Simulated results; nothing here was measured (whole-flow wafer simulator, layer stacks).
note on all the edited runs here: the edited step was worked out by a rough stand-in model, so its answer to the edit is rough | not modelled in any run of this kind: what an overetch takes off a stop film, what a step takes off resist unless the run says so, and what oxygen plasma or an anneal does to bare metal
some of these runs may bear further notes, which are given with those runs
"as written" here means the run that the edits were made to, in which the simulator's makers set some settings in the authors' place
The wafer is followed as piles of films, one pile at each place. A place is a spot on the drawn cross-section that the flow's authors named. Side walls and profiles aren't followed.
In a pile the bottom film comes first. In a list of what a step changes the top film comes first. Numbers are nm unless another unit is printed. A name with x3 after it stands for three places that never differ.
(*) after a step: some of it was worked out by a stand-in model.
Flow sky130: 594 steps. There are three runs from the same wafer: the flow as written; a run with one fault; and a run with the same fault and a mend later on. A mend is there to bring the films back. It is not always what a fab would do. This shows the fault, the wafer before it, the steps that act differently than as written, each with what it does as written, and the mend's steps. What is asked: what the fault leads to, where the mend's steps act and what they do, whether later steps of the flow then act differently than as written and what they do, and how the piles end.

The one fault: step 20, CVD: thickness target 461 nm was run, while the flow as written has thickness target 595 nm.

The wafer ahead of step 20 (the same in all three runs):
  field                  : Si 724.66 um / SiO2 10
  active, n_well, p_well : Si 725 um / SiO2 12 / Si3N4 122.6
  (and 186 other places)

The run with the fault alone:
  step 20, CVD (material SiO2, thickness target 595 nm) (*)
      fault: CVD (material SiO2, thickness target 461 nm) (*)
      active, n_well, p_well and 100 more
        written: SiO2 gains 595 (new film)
        fault: SiO2 gains 461 (new film)
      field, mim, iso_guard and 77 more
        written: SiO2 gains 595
        fault: SiO2 gains 461
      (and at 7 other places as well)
  Steps further on in the flow that do not act as written (130 other steps are not shown; they differ only slightly, by no more than 2% or 0.5 nm, whichever is larger):
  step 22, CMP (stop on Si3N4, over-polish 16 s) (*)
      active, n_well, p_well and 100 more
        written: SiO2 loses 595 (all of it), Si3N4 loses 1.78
        fault: SiO2 loses 461 (all of it), Si3N4 loses 1.78
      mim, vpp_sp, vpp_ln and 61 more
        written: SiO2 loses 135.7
        fault: SiO2 loses 1.7
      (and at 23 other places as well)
  The piles end only slightly different from the flow's at the places that both follow, by no more than 2% or 0.5 nm, whichever is larger.

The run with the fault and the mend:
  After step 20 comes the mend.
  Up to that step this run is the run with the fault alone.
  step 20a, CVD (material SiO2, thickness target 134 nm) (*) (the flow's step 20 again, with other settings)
      field, active, n_well and 187 more
        SiO2 gains 134
  Every later step of the flow that is run acts as written at every place that is followed.
  At every place that both follow, the piles at the end match the flow's.
